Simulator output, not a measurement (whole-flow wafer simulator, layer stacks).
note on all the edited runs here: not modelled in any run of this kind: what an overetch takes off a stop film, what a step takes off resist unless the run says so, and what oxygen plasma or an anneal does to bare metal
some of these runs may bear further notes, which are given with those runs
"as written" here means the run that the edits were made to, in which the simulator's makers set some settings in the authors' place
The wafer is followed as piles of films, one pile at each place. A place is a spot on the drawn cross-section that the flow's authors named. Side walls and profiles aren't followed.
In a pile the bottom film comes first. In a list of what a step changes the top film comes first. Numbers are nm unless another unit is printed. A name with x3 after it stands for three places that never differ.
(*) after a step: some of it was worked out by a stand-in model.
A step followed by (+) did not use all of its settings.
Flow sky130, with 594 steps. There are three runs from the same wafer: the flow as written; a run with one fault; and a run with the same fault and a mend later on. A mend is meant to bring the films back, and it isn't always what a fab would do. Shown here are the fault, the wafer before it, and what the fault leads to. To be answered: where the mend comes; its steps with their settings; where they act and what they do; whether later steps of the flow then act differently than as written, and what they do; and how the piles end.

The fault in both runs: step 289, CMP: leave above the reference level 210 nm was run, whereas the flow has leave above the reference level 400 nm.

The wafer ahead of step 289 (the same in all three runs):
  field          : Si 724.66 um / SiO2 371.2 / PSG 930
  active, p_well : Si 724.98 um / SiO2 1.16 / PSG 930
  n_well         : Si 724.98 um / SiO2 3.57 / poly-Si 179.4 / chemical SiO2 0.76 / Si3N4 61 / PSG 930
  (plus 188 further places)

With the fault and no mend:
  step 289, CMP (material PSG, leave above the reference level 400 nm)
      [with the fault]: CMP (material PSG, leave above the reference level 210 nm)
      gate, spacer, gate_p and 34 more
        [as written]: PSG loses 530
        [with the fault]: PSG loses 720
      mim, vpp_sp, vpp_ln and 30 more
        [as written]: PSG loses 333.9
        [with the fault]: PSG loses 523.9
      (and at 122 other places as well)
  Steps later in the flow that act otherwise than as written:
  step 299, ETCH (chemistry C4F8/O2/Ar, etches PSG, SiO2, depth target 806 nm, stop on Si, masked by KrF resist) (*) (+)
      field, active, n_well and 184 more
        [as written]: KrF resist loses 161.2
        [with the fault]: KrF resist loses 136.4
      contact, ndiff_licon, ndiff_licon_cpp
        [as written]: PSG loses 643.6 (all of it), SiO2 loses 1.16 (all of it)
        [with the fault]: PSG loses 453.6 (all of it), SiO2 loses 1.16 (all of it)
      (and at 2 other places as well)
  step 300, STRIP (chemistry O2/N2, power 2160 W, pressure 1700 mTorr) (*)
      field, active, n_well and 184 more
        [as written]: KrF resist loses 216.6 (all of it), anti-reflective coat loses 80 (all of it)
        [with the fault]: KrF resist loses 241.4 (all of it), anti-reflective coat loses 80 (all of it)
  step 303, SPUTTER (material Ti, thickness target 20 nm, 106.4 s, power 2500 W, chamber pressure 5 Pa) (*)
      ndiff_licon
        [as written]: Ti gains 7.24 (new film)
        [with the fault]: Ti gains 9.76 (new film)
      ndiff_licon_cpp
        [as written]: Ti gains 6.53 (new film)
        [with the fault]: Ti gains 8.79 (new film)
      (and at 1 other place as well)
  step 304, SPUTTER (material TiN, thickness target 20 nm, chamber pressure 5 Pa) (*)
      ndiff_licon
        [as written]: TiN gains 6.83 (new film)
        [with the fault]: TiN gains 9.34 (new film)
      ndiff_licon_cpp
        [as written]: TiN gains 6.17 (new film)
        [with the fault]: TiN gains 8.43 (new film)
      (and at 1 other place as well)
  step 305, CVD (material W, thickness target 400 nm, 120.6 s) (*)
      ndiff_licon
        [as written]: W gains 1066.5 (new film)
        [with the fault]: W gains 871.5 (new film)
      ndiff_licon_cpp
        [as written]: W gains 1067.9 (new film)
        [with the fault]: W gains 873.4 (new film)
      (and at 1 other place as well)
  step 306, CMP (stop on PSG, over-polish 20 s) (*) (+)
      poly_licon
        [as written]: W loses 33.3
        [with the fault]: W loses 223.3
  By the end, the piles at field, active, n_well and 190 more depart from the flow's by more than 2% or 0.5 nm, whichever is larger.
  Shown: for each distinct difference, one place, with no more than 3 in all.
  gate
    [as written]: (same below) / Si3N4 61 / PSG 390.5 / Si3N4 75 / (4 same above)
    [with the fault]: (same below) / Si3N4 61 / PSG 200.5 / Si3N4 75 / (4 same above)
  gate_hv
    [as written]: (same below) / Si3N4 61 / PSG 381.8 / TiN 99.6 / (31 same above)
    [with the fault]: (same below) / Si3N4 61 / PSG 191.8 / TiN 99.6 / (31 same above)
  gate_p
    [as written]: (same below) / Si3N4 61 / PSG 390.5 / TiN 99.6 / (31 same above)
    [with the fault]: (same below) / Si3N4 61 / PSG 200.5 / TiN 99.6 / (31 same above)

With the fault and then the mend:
  The mend stands after step 289.
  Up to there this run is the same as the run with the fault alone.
  step 289a, HDPCVD (material PSG, thickness target 190 nm) (*) (a further turn of the flow's step 288, with different settings)
      field, active, n_well and 189 more
        PSG gains 190
  None of the later steps of the flow differs from how it acts as written, at any place that is followed, by more than 2% or 0.5 nm, whichever is larger.
  The piles end only slightly different from the flow's at the places that both follow, by no more than 2% or 0.5 nm, whichever is larger.
